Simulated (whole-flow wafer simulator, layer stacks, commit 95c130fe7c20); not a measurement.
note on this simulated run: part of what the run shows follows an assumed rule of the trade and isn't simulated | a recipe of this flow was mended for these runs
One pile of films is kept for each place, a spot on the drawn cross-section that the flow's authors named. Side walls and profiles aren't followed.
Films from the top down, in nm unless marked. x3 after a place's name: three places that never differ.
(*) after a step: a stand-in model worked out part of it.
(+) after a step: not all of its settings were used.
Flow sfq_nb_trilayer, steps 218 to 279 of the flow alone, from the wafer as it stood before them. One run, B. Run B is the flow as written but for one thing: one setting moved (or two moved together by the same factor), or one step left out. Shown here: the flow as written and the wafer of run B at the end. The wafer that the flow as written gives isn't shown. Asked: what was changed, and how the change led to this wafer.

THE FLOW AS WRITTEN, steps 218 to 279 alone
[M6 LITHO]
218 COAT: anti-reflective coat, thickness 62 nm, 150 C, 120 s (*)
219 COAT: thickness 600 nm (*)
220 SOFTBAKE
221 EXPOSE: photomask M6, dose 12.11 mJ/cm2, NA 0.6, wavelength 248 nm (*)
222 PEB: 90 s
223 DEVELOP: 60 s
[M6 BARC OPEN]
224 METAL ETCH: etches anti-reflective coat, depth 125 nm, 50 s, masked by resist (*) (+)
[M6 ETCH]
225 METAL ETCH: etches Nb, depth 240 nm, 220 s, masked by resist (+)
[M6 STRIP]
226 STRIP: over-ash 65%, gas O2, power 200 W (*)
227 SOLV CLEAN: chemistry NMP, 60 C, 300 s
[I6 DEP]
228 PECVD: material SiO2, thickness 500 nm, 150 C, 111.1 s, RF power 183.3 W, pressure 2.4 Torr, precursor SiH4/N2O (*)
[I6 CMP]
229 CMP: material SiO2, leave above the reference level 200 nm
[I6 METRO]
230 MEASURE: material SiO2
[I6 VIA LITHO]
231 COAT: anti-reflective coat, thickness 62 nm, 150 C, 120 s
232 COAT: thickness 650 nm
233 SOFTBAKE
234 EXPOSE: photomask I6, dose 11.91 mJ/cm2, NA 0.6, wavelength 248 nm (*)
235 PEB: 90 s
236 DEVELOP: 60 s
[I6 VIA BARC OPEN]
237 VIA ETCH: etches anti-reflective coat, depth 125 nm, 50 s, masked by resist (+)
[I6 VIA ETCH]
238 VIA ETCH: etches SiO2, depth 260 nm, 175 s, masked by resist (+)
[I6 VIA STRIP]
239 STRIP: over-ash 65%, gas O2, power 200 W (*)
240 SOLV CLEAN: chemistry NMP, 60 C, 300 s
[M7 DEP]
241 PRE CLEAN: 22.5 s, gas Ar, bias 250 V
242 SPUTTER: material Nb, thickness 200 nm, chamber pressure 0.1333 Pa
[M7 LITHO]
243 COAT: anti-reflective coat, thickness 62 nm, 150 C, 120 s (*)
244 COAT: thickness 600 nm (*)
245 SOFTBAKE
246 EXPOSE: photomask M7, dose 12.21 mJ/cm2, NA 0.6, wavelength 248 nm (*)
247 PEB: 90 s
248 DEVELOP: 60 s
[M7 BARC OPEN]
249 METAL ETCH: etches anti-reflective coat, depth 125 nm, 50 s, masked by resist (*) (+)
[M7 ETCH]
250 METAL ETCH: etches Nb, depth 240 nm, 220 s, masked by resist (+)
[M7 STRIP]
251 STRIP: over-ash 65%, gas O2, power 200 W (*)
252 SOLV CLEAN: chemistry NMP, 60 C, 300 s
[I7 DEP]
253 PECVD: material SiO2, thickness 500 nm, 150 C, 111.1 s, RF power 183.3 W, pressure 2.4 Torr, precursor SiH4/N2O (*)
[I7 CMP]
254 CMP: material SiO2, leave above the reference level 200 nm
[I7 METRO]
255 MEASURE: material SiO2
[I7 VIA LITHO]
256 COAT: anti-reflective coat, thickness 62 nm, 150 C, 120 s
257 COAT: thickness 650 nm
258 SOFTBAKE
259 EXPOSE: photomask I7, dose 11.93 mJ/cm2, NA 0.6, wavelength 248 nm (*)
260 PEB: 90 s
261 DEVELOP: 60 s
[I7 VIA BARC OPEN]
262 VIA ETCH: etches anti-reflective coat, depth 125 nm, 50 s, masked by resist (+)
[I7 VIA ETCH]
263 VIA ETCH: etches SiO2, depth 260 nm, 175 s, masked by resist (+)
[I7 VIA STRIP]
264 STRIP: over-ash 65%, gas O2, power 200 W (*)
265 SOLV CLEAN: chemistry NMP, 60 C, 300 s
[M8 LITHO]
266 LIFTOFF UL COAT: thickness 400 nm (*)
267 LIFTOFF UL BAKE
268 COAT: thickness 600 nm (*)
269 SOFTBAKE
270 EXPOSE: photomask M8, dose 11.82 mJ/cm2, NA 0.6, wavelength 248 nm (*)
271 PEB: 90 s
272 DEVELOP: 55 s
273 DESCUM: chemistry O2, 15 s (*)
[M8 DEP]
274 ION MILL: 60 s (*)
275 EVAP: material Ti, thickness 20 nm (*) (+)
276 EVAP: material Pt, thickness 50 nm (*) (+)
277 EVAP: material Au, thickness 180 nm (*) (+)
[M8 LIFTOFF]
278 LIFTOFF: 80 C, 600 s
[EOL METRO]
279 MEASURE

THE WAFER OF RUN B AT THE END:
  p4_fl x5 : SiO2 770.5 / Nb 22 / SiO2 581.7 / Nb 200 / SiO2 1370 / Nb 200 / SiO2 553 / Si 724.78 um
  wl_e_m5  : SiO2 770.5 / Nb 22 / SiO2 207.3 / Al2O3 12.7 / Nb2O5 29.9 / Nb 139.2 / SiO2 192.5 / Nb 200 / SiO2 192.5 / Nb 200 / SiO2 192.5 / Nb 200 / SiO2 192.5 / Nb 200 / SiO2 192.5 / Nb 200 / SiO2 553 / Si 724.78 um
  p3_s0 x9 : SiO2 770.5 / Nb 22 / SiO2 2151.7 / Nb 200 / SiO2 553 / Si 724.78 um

The cause: step 224, METAL ETCH: etches anti-reflective coat, depth 125 nm, 50 s, masked by resist (*) (+), was left out.

How the change led to this, step by step:
  225 METAL ETCH: etches Nb, depth 240 nm, 220 s, masked by resist (+)
      ln_m5, p4_fl x5, p4_w1 x9 and 46 more: anti-reflective coat -62 (all of it), Nb -178 (as written it would be: Nb -200 (all of it), SiO2 -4)
      lsp_l, l0_sur, l0v: anti-reflective coat -63 (all of it), Nb -177 (as written it would be: Nb -200 (all of it), SiO2 -4)
      (and at 15 more places)
  226 STRIP: over-ash 65%, gas O2, power 200 W (*)
      wl_c_m6, m6r_line_l x2: KrF-resist-other-grade -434 (all of it), anti-reflective coat -62 (all of it) (as written it would be: KrF-resist-other-grade -364.6 (all of it), anti-reflective coat -62 (all of it))
      wl_j_sl, wl_j_sr: KrF-resist-other-grade -434.7 (all of it), anti-reflective coat -60.5 (all of it) (as written it would be: KrF-resist-other-grade -365.3 (all of it), anti-reflective coat -60.5 (all of it))
      (and at 22 more places)
  228 PECVD: material SiO2, thickness 500 nm, 150 C, 111.1 s, RF power 183.3 W, pressure 2.4 Torr, precursor SiH4/N2O (*)
      field_l, p4_fl x5, p4_w1 x9 and 47 more: SiO2 +500 (new film) (as written it would be: SiO2 +500)
      lsp_l, ln_m5, lsp_m: SiO2 +494.3 (new film) (as written it would be: SiO2 +493.5)
      (and at 11 more places)
  229 CMP: material SiO2, leave above the reference level 200 nm
      p4_fl x5, p4_w1 x9, p3_s0 x9 and 35 more: SiO2 -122 (as written it would be: SiO2 -96)
      r5r_line_l, r5r_line_c, r5r_line_r: SiO2 -154.9 (as written it would be: SiO2 -151.2)
      (and at 12 more places)
Counting metal films that touch as one body, p4_fl x5 has 3 bodies (between them, from the top down: SiO2 581.7; SiO2 1370); the flow as written gives 2 bodies (between them, from the top down: SiO2 1370).
Counting metal films that touch as one body, wl_e_m5 has 7 bodies (between them, from the top down: SiO2 207.3 / Al2O3 12.7 / Nb2O5 29.9; SiO2 192.5; SiO2 192.5; SiO2 192.5; SiO2 192.5; SiO2 192.5); the flow as written gives 6 bodies (between them, from the top down: SiO2 192.5; SiO2 192.5; SiO2 192.5; SiO2 192.5; SiO2 192.5).
Counting metal films that touch as one body, p3_s0 x9 has 2 bodies (between them, from the top down: SiO2 2151.7); the flow as written gives 1 body.
